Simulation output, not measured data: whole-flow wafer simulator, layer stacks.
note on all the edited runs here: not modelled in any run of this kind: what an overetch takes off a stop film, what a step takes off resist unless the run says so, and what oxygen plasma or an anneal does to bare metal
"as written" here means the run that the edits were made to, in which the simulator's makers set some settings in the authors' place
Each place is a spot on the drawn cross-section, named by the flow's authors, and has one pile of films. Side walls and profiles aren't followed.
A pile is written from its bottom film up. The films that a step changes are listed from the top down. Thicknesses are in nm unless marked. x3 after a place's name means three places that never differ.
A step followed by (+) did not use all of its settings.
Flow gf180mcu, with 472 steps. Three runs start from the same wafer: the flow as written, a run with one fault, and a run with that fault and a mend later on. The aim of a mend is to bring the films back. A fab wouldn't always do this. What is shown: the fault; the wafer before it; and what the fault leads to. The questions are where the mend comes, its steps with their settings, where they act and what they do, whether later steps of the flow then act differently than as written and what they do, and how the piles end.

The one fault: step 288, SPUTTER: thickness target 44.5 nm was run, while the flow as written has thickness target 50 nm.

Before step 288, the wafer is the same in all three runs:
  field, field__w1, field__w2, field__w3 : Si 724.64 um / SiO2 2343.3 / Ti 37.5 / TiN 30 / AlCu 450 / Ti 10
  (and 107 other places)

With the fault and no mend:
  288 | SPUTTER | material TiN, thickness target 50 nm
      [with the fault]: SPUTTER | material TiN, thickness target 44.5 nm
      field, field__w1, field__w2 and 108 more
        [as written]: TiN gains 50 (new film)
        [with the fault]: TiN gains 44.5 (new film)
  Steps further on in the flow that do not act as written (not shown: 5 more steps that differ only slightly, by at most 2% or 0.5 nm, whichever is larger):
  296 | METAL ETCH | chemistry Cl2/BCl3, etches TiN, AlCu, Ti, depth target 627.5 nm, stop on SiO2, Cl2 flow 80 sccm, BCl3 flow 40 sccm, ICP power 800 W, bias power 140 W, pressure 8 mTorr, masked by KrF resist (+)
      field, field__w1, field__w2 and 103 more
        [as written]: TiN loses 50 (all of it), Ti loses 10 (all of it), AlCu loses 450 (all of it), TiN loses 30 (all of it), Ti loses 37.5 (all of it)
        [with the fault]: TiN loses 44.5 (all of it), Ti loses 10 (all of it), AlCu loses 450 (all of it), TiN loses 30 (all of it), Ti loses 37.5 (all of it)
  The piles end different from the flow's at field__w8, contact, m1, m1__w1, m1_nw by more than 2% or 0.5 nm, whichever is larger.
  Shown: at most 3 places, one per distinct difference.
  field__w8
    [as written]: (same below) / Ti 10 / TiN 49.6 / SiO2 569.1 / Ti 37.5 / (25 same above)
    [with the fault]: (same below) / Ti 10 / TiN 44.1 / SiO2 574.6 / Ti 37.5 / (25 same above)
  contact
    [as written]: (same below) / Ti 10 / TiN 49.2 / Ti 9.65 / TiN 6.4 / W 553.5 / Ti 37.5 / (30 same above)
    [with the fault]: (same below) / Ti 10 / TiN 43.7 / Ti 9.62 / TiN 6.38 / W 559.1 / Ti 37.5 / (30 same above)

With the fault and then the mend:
  After step 288 comes the mend.
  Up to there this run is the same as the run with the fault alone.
  288a | SPUTTER | material TiN, thickness target 5.5 nm (the flow's step 288 again, with other settings)
      field, field__w1, field__w2 and 108 more
        TiN gains 5.5
  Every later step of the flow that is run acts as written at every place that is followed.
  By the end, the piles equal the flow's at every place that both follow.
